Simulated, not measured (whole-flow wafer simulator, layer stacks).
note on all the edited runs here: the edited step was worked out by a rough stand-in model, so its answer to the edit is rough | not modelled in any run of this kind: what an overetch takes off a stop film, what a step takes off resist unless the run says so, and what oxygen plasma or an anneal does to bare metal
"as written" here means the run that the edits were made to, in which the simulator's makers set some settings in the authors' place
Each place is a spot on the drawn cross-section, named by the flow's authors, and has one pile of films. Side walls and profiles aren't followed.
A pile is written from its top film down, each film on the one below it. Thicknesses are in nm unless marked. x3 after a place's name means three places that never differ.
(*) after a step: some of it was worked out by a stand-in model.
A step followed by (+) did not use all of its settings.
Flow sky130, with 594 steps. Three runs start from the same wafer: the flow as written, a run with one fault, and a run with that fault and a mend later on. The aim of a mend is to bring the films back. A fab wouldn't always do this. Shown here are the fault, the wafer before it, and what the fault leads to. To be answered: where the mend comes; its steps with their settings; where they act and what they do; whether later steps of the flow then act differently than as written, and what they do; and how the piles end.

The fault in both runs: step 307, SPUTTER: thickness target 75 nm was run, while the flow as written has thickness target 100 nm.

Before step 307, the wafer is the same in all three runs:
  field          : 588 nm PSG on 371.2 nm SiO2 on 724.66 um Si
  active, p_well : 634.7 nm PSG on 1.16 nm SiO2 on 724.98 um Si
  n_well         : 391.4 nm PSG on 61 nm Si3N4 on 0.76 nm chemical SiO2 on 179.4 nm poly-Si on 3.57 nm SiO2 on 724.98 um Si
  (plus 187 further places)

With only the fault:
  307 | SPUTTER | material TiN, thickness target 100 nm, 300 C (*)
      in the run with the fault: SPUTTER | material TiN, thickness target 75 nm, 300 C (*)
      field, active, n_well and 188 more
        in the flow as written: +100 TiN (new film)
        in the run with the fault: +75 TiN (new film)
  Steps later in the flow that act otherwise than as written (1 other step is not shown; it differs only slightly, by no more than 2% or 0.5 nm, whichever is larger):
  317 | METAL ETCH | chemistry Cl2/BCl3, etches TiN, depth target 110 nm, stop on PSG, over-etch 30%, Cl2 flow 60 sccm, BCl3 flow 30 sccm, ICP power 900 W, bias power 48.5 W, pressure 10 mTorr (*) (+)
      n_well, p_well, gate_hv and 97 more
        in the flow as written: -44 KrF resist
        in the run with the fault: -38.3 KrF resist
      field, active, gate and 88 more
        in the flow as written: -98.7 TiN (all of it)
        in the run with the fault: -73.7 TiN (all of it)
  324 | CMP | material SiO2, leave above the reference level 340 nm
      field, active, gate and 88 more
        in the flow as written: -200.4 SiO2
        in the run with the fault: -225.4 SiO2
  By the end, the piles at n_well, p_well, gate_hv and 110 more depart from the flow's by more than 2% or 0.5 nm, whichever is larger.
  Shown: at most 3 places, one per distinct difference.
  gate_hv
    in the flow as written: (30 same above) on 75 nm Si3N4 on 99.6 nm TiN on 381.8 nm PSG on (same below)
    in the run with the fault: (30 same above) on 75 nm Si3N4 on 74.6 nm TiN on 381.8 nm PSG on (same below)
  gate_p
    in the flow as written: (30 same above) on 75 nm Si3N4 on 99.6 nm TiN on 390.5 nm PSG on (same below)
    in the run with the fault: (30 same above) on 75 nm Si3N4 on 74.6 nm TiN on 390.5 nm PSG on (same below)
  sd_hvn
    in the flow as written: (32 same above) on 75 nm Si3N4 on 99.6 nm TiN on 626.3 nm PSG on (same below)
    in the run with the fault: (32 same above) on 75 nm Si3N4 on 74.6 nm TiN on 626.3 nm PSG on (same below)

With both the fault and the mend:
  The mend follows step 307.
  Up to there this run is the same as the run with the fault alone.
  307a | SPUTTER | material TiN, thickness target 25 nm, 300 C (*) (the flow's step 307, run once more with other settings)
      field, active, n_well and 188 more
        +25 TiN
  Every later step of the flow that is run acts as written, at every place that is followed, to within 2% or 0.5 nm, whichever is larger.
  The piles end the same as the flow's at every place that both follow.
